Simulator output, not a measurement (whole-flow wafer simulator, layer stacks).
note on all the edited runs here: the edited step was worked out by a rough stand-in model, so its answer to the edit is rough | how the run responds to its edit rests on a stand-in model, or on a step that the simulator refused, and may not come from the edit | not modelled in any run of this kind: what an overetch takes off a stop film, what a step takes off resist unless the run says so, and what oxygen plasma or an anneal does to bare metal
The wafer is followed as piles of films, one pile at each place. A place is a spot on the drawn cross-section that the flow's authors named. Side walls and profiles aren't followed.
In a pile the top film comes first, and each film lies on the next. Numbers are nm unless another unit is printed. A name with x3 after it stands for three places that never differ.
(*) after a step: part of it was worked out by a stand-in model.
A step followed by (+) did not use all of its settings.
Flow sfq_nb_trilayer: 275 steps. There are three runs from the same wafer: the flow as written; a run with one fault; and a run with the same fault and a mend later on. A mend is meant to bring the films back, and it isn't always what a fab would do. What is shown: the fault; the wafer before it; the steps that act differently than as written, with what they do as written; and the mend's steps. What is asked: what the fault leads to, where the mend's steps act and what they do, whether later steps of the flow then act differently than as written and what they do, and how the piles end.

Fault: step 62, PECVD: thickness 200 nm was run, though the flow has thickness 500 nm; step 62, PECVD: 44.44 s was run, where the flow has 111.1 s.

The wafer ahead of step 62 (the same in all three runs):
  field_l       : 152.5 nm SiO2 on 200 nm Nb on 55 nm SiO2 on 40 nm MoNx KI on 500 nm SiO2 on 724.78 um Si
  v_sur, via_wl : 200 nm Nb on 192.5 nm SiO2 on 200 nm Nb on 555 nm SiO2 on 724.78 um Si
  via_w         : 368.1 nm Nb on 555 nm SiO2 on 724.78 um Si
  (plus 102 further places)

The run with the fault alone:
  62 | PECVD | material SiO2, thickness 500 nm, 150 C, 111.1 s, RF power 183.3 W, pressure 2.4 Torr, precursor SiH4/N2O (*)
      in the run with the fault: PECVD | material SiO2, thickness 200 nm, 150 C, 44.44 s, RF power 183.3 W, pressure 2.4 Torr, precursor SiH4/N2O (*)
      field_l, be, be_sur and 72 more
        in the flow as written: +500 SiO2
        in the run with the fault: +200 SiO2
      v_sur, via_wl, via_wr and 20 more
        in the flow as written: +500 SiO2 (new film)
        in the run with the fault: +200 SiO2 (new film)
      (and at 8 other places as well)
  Steps later in the flow that act otherwise than as written (15 more steps, not shown, differ only slightly: by at most 2% or 0.5 nm, whichever is larger):
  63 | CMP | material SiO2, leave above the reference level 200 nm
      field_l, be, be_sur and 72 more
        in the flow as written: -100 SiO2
        in the run with the fault: nothing
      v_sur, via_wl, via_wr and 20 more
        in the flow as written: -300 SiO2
        in the run with the fault: nothing
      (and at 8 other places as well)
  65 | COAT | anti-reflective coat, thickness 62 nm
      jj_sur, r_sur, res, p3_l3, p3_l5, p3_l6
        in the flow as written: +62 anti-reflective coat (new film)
        in the run with the fault: +64.2 anti-reflective coat (new film)
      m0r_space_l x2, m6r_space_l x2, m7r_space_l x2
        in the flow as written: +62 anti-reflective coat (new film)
        in the run with the fault: +81.5 anti-reflective coat (new film)
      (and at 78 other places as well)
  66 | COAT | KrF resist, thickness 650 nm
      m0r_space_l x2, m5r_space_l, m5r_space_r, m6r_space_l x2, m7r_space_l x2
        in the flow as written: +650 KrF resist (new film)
        in the run with the fault: +677.3 KrF resist (new film)
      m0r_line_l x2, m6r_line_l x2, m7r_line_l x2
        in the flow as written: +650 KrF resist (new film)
        in the run with the fault: +687.3 KrF resist (new film)
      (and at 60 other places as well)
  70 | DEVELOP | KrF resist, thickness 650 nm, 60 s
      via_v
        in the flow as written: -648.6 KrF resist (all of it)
        in the run with the fault: -577.3 KrF resist (all of it)
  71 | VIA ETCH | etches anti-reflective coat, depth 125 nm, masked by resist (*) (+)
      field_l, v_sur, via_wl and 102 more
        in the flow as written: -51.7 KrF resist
        in the run with the fault: -38.6 KrF resist
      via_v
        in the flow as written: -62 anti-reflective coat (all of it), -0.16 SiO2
        in the run with the fault: -46.3 anti-reflective coat (all of it), -0.12 SiO2
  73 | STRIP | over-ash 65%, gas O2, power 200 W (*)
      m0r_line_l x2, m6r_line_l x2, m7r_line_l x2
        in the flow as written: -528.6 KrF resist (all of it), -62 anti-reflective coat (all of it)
        in the run with the fault: -578.9 KrF resist (all of it), -61.5 anti-reflective coat (all of it)
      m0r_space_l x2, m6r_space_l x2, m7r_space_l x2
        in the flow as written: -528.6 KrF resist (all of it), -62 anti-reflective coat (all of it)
        in the run with the fault: -569 KrF resist (all of it), -81.5 anti-reflective coat (all of it)
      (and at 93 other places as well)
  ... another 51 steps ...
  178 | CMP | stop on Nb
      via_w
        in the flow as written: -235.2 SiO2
        in the run with the fault: -226.5 SiO2
  The piles end different from the flow's at via_w, p4_w1, p4_w2 and 11 more by more than 2% or 0.5 nm, whichever is larger.
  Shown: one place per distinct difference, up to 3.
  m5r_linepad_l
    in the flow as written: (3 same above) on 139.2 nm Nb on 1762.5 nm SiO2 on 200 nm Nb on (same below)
    in the run with the fault: (3 same above) on 139.2 nm Nb on 1358.3 nm SiO2 on 19.2 nm Nb on 385 nm SiO2 on 200 nm Nb on (same below)
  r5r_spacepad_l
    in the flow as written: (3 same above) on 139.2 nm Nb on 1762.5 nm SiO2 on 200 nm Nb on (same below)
    in the run with the fault: (3 same above) on 139.2 nm Nb on 1358.2 nm SiO2 on 19.3 nm Nb on 385 nm SiO2 on 200 nm Nb on (same below)
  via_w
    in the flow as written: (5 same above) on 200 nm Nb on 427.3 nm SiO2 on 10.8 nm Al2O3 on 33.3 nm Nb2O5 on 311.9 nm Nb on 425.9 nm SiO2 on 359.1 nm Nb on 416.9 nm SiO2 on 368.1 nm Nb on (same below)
    in the run with the fault: (5 same above) on 200 nm Nb on 495.5 nm SiO2 on 10.1 nm Al2O3 on 34.6 nm Nb2O5 on 110.8 nm Nb on 225.5 nm SiO2 on 155.1 nm Nb on 336.7 nm SiO2 on 67.7 nm Nb on 227.2 nm SiO2 on 154.8 nm Nb on 167.3 nm SiO2 on 368.1 nm Nb on (same below)

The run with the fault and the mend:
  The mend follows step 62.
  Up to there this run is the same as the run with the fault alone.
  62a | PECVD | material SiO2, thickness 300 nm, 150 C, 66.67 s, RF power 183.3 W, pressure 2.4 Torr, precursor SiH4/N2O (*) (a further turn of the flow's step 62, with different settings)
      field_l, v_sur, via_wl and 100 more
        +300 SiO2
      wl_d_sl, wl_d_sr
        +357.1 SiO2
      via_w
        +406.7 SiO2
  Steps later in the flow that act otherwise than as written:
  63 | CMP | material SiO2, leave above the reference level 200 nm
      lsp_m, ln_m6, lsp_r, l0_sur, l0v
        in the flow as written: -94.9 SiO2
        in the run with the mend: -100 SiO2
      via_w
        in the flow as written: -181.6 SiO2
        in the run with the mend: -157.1 SiO2
  At every place that both follow, the piles at the end match the flow's.
